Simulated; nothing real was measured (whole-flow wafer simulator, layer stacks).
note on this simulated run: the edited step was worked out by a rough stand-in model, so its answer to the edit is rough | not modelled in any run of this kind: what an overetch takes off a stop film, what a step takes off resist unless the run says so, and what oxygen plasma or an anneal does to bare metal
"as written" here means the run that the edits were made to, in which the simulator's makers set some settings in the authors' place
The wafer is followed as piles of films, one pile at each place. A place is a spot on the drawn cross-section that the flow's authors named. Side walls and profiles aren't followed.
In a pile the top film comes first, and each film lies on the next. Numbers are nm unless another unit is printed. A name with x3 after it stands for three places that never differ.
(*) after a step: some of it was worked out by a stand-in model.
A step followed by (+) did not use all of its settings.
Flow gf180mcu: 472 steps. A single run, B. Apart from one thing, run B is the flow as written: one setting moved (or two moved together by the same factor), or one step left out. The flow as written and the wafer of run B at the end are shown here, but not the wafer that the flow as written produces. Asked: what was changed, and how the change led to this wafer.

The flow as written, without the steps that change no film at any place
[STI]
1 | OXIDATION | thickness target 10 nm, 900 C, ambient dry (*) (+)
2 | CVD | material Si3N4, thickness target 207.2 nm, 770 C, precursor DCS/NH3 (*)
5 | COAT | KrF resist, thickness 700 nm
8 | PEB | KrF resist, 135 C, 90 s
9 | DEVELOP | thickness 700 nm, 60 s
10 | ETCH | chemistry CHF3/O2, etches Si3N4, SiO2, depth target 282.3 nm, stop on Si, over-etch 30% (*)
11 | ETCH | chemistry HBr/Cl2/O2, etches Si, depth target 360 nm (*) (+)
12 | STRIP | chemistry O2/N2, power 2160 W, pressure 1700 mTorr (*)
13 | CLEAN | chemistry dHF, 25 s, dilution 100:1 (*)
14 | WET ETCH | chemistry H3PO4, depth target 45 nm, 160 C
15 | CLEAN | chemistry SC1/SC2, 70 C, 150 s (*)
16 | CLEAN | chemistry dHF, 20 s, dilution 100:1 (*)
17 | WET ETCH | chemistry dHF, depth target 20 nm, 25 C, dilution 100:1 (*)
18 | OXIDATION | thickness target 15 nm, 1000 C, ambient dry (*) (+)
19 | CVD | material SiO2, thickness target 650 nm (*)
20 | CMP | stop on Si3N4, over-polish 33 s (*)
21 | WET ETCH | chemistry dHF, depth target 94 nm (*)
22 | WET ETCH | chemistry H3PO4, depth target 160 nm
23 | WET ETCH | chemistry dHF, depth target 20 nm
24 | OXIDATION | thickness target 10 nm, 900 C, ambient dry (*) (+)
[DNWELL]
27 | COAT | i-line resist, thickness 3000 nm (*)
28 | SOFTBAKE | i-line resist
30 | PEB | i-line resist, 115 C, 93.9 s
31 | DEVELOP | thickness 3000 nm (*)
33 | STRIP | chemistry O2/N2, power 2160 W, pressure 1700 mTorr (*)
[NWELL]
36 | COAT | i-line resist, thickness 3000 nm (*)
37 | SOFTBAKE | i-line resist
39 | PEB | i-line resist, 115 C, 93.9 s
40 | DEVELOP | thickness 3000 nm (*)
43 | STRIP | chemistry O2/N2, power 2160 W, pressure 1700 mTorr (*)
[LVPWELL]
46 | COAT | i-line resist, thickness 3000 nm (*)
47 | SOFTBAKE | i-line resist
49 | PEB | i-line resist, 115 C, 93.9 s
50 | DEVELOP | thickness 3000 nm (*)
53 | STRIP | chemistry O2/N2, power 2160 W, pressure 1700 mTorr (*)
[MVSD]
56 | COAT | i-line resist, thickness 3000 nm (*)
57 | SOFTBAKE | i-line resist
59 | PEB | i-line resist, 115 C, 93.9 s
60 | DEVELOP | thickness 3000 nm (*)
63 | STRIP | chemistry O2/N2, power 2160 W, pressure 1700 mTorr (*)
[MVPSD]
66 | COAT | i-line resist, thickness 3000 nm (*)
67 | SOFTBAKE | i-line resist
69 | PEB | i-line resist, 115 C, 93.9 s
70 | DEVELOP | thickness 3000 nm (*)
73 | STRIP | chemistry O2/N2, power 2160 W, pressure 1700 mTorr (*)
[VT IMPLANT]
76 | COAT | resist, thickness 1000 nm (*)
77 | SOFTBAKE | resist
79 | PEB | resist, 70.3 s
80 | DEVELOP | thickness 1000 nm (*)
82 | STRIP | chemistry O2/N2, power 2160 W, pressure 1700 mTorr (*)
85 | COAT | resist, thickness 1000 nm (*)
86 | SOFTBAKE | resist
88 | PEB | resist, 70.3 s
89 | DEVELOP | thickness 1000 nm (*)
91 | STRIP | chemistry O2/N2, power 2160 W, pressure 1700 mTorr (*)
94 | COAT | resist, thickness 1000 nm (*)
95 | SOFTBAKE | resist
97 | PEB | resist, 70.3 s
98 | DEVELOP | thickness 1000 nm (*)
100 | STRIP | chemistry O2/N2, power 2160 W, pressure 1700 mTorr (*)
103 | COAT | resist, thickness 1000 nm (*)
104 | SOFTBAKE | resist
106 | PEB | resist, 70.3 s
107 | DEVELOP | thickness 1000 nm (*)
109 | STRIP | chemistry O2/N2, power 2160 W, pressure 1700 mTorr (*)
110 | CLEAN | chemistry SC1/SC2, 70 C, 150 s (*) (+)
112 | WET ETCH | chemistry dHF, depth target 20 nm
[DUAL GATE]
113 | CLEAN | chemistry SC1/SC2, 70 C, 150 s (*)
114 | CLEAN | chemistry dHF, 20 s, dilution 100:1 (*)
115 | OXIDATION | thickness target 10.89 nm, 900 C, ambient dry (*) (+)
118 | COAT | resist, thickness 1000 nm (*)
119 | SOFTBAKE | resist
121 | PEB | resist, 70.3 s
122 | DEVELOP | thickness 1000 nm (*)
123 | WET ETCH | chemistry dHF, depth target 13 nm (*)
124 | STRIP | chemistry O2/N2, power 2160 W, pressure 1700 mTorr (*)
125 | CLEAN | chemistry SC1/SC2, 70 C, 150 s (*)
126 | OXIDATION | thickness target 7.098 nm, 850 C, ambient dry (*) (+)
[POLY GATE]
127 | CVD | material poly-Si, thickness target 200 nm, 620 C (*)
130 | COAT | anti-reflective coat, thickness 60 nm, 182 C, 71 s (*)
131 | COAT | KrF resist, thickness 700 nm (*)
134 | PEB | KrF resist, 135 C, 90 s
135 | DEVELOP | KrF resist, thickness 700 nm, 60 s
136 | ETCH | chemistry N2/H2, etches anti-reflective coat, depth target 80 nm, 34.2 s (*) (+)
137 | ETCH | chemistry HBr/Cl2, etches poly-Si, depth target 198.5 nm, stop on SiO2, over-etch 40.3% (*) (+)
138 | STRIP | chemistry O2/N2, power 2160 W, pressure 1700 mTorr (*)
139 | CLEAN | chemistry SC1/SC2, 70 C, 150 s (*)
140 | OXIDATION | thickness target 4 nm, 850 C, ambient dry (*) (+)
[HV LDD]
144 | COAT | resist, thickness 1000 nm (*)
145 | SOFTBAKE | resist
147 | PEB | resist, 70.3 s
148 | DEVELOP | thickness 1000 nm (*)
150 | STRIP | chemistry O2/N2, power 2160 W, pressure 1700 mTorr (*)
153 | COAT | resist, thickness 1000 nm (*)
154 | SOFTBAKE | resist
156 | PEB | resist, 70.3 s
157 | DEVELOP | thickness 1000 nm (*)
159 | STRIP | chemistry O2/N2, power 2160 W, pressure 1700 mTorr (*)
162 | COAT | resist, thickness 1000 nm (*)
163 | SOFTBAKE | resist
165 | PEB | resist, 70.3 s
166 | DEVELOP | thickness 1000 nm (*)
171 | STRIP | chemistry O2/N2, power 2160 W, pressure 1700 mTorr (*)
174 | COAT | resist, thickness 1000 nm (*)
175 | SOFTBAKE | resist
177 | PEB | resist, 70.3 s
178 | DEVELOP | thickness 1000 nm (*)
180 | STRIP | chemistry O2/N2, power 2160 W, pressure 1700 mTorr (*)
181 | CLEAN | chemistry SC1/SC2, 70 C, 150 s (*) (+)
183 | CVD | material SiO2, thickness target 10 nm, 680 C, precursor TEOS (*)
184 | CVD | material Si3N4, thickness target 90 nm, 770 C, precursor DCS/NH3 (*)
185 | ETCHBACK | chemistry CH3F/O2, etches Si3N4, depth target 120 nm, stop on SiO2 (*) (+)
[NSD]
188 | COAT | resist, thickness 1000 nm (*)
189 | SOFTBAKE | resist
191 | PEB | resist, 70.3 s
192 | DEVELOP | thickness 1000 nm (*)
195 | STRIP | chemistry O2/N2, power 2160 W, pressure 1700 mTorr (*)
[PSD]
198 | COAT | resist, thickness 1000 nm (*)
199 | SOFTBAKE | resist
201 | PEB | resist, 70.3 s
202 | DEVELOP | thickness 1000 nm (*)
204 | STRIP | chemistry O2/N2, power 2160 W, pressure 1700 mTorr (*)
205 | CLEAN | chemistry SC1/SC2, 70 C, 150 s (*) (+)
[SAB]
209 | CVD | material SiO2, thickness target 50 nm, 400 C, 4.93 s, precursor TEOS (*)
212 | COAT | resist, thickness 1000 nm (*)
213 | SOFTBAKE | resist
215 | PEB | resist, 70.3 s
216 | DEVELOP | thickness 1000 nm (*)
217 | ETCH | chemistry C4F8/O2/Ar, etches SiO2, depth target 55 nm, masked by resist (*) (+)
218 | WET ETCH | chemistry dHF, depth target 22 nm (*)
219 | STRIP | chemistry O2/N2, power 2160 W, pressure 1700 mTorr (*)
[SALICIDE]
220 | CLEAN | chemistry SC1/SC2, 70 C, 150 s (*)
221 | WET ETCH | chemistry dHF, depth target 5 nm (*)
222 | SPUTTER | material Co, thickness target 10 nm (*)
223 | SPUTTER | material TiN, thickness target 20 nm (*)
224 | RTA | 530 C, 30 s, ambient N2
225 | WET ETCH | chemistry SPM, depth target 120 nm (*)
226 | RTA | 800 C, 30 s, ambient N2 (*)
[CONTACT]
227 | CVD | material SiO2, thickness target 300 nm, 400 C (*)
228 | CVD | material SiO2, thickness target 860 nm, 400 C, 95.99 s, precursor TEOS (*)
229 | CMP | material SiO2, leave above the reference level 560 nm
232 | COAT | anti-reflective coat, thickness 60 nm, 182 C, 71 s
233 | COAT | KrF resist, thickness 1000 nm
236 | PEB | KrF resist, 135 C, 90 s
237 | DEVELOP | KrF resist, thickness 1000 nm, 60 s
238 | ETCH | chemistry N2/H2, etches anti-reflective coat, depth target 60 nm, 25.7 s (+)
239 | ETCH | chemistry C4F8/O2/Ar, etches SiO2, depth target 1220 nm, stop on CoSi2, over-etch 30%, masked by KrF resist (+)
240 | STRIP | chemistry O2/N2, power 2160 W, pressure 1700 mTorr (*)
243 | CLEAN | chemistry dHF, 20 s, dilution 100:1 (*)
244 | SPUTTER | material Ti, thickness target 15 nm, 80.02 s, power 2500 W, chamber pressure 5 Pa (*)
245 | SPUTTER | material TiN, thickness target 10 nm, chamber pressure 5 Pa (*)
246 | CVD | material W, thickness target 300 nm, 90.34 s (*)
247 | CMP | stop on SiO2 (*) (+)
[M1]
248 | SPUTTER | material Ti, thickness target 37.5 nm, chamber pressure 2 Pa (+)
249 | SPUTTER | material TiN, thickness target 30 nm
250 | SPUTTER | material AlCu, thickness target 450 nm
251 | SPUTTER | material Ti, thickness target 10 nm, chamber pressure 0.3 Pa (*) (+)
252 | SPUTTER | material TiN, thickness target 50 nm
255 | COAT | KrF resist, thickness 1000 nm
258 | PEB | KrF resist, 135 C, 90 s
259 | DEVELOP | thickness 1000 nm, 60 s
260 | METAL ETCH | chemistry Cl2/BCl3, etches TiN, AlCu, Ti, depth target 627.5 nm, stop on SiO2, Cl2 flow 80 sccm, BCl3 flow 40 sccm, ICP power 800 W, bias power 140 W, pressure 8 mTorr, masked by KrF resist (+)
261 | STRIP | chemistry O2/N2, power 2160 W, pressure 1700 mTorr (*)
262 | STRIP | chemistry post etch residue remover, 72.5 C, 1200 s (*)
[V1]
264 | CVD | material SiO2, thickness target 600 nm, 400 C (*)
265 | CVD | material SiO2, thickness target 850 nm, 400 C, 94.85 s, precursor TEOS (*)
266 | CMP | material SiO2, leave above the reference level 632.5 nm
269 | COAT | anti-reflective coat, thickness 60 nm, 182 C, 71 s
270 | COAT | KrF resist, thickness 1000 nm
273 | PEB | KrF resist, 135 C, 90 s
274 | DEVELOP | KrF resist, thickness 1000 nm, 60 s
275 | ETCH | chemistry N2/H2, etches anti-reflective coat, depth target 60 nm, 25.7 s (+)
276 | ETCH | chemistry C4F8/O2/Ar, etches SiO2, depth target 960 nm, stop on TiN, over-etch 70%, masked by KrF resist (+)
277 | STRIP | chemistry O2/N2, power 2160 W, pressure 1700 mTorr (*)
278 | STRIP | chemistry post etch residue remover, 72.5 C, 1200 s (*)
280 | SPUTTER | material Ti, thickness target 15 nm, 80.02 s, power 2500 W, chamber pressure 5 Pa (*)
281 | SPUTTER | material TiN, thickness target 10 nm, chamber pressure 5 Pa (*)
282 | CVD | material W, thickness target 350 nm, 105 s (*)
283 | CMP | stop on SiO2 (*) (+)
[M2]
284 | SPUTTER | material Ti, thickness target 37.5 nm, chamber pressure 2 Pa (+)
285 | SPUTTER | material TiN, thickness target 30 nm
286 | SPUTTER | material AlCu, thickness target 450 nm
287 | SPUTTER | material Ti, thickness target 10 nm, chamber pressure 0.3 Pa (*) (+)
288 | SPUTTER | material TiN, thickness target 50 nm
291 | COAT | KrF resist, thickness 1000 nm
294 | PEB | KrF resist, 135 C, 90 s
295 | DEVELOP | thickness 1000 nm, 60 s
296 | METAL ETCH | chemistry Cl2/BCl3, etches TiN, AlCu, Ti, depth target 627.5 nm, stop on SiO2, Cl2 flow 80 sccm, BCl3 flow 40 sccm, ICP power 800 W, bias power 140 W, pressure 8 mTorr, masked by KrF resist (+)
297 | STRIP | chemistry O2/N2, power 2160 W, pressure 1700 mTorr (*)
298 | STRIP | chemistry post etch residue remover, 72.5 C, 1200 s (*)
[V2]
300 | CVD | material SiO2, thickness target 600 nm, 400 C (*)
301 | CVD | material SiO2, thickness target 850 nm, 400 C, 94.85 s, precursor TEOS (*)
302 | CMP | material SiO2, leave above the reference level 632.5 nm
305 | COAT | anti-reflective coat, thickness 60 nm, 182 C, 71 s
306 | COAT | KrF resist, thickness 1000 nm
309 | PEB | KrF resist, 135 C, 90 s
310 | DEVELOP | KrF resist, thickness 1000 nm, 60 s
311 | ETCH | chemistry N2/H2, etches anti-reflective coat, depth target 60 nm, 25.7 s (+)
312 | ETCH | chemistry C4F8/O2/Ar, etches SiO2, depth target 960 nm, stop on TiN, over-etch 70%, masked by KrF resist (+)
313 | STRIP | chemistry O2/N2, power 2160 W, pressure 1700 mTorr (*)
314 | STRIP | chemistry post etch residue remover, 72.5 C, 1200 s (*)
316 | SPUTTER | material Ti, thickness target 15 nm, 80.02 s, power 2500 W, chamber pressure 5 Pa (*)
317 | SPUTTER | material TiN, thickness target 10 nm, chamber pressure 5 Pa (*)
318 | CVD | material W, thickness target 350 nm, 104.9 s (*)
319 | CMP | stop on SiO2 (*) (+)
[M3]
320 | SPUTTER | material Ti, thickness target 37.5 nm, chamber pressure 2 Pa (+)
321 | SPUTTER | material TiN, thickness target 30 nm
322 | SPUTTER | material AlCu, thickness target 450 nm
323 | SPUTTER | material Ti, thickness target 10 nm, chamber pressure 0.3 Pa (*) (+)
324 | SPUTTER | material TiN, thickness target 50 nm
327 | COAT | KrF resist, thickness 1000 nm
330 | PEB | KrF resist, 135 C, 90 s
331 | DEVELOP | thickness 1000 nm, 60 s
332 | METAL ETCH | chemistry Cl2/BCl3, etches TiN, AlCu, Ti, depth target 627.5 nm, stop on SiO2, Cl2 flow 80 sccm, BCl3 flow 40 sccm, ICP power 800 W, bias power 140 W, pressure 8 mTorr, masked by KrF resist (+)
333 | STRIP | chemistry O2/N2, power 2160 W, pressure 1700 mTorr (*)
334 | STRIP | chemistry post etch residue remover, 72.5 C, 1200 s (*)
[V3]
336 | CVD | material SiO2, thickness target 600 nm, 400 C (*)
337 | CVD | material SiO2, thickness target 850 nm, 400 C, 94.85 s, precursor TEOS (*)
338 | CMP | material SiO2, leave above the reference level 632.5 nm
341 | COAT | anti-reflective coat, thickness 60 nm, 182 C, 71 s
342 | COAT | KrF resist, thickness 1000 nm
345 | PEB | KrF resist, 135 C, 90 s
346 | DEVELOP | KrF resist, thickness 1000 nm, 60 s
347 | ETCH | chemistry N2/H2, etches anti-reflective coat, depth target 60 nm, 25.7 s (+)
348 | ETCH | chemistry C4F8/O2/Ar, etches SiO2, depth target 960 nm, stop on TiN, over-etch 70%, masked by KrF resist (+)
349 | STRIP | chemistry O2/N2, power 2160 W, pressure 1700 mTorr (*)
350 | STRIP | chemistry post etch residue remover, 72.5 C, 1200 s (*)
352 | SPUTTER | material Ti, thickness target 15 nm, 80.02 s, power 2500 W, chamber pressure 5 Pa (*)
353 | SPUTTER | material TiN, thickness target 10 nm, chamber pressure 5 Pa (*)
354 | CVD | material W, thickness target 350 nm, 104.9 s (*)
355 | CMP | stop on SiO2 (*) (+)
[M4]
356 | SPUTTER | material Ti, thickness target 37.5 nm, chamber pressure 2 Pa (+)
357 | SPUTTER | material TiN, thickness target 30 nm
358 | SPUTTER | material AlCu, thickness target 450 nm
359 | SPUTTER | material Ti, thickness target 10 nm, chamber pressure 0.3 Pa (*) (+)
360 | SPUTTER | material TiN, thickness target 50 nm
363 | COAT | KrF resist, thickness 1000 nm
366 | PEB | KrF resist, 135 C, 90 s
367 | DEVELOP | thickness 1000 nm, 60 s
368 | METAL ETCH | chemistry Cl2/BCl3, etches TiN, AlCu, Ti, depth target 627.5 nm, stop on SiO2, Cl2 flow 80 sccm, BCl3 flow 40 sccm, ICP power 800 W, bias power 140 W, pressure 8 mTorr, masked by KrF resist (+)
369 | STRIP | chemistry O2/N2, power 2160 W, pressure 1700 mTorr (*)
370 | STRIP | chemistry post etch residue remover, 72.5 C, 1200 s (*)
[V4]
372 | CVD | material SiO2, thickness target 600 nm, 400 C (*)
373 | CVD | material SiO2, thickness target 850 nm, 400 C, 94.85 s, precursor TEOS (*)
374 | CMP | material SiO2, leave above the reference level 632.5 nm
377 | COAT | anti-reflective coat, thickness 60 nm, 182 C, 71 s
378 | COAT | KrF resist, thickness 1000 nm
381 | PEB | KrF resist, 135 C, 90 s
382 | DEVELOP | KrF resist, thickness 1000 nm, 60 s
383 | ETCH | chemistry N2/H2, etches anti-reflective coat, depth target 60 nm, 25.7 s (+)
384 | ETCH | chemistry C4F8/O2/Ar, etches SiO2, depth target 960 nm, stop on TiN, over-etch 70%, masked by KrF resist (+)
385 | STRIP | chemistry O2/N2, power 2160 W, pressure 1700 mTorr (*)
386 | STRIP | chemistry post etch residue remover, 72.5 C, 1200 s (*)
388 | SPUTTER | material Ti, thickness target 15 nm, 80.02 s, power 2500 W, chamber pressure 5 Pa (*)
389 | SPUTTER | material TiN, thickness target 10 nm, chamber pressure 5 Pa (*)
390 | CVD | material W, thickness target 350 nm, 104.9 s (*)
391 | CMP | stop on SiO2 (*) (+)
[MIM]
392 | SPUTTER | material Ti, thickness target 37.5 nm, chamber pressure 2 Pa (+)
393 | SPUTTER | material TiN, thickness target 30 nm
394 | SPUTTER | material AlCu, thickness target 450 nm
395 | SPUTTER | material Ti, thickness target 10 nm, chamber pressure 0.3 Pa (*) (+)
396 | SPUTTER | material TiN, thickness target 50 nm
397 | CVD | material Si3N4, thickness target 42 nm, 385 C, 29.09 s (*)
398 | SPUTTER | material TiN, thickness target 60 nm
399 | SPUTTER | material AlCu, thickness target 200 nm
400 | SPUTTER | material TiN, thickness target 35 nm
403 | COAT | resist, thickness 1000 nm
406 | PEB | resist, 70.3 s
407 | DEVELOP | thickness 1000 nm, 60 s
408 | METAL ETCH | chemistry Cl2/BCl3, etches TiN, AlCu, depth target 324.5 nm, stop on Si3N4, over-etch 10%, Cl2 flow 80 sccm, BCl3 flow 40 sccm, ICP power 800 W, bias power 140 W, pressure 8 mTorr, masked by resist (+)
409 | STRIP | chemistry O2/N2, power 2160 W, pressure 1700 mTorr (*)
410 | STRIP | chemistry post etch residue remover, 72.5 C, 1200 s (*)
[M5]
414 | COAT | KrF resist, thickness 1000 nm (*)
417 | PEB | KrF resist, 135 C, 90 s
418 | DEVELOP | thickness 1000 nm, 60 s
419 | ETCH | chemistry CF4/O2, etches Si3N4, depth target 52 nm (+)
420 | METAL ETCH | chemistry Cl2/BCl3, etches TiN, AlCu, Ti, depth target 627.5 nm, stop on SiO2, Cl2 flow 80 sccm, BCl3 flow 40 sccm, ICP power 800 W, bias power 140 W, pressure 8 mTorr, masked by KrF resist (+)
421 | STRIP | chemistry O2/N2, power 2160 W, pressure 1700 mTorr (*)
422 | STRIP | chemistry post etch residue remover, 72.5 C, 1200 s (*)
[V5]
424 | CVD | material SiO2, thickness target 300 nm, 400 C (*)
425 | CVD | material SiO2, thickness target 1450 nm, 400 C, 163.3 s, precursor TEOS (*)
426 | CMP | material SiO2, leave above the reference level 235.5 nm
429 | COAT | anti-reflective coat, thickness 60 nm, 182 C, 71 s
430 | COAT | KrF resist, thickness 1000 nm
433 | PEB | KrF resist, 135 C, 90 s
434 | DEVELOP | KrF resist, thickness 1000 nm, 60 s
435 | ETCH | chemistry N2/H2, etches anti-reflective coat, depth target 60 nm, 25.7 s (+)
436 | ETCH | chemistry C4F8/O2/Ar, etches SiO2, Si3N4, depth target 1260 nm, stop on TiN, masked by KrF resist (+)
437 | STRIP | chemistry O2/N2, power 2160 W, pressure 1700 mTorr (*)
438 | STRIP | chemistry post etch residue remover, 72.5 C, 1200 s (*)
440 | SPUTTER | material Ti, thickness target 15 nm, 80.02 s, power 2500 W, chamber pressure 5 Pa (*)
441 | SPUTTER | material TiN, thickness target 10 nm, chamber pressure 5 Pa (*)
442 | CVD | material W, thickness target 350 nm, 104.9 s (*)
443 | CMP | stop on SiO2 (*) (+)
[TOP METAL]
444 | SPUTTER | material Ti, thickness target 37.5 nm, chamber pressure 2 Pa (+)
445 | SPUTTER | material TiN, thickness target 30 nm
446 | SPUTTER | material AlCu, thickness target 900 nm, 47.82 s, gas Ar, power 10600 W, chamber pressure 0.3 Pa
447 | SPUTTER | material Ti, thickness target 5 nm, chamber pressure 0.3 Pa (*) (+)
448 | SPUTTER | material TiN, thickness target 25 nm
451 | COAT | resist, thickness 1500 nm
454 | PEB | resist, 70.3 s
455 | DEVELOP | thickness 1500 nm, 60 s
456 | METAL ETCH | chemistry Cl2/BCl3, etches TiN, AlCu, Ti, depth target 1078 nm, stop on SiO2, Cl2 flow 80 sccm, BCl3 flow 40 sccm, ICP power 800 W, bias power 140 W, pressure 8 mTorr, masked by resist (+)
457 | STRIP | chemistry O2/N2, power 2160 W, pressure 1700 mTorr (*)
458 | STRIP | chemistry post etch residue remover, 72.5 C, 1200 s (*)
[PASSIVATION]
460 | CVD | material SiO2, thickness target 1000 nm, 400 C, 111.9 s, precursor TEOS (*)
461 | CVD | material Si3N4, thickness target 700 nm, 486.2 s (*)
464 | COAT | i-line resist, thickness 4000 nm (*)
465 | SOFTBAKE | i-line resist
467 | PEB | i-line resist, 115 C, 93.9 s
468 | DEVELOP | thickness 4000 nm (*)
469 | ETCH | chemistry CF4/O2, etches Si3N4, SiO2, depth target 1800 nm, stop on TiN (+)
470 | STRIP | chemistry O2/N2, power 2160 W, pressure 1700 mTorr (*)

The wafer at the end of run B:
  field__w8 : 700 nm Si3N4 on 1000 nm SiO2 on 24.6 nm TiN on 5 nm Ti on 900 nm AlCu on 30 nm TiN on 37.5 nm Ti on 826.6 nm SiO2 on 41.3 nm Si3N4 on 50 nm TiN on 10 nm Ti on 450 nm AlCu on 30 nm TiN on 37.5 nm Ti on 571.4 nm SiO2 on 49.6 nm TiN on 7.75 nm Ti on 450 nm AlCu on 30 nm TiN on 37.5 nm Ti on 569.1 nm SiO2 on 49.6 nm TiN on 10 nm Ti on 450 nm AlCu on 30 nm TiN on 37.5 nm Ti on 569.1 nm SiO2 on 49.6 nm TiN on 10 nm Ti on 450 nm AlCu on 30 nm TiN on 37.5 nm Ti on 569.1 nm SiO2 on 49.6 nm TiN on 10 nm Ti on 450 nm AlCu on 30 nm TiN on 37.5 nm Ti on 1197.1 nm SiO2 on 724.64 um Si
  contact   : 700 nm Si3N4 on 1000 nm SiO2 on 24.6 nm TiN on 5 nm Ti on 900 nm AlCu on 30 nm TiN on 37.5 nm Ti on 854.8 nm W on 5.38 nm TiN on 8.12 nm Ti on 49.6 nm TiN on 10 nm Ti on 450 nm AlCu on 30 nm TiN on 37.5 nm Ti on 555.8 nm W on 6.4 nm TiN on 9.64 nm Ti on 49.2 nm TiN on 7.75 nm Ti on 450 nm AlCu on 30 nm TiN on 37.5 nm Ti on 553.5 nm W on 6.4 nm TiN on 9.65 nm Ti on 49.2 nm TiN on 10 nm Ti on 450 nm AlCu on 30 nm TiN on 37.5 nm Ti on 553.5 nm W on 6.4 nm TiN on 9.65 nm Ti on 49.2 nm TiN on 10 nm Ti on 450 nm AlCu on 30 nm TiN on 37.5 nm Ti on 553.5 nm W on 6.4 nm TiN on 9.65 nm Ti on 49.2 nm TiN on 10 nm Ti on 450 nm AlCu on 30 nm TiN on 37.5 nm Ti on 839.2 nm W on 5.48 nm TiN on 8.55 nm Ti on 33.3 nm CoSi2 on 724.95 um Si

What caused this: step 359, SPUTTER: thickness target 7.75 nm was run, while the flow as written has thickness target 10 nm.
The wafer itself shows it: field__w8 has Ti 7.75, and step 359 as written asks for 10 nm.

The path from the change to this, step by step:
  359 | SPUTTER | material Ti, thickness target 10 nm, chamber pressure 0.3 Pa (*) (+)
      field, field__w1, field__w2 and 108 more: +7.75 Ti (new film) (it would be, as written: +10 Ti (new film))
  368 | METAL ETCH | chemistry Cl2/BCl3, etches TiN, AlCu, Ti, depth target 627.5 nm, stop on SiO2, Cl2 flow 80 sccm, BCl3 flow 40 sccm, ICP power 800 W, bias power 140 W, pressure 8 mTorr, masked by KrF resist (+)
      field, field__w1, field__w2 and 103 more: -50 TiN (all of it), -7.75 Ti (all of it), -450 AlCu (all of it), -30 TiN (all of it), -37.5 Ti (all of it) (it would be, as written: -50 TiN (all of it), -10 Ti (all of it), -450 AlCu (all of it), -30 TiN (all of it), -37.5 Ti (all of it))
